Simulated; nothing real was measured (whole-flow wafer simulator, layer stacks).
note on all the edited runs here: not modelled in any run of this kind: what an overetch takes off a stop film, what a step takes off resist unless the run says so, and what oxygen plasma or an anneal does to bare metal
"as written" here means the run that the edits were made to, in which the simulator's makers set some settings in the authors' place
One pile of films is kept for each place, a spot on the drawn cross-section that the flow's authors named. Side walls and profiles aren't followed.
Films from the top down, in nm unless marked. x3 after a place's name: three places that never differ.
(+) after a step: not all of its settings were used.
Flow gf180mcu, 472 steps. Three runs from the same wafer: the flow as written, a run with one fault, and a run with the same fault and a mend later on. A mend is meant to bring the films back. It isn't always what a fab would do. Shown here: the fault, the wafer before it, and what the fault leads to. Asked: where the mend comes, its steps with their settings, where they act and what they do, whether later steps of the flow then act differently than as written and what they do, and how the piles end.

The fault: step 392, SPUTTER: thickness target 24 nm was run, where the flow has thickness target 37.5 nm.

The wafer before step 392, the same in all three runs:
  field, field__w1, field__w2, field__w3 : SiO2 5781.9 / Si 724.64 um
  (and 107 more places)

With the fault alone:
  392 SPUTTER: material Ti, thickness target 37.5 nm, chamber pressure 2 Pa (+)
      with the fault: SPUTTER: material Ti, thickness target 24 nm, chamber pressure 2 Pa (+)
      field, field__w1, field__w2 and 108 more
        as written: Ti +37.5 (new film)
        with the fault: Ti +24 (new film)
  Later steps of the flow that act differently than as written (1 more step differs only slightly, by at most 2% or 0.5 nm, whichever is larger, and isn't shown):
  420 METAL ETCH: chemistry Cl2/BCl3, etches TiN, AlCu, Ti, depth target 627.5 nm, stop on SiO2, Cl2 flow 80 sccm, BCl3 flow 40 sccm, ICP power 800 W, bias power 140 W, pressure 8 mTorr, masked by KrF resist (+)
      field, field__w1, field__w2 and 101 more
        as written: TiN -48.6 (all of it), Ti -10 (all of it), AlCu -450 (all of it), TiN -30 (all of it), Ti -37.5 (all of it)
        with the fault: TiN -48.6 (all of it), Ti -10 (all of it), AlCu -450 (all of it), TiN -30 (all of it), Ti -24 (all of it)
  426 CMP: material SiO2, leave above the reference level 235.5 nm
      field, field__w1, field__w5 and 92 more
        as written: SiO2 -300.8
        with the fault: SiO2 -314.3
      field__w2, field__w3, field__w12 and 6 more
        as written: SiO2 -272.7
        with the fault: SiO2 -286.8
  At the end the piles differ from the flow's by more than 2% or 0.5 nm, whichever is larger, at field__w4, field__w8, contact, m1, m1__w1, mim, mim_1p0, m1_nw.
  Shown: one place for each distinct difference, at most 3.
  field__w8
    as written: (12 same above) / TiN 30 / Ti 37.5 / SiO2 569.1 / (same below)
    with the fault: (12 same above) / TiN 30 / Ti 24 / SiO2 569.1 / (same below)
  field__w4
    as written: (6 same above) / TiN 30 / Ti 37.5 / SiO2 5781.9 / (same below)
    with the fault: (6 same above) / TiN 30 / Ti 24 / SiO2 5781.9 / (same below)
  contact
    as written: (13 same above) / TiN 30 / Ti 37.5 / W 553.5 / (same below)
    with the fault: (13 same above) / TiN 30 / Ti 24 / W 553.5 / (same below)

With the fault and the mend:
  The mend comes after step 392.
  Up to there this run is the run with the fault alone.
  392a SPUTTER: material Ti, thickness target 13.5 nm, chamber pressure 2 Pa (+) (the flow's step 392 once more, with other settings)
      field, field__w1, field__w2 and 108 more
        Ti +13.5
  No later step of the flow acts differently than as written at any place that is followed.
  At the end the piles are the same as the flow's at every place that both follow.
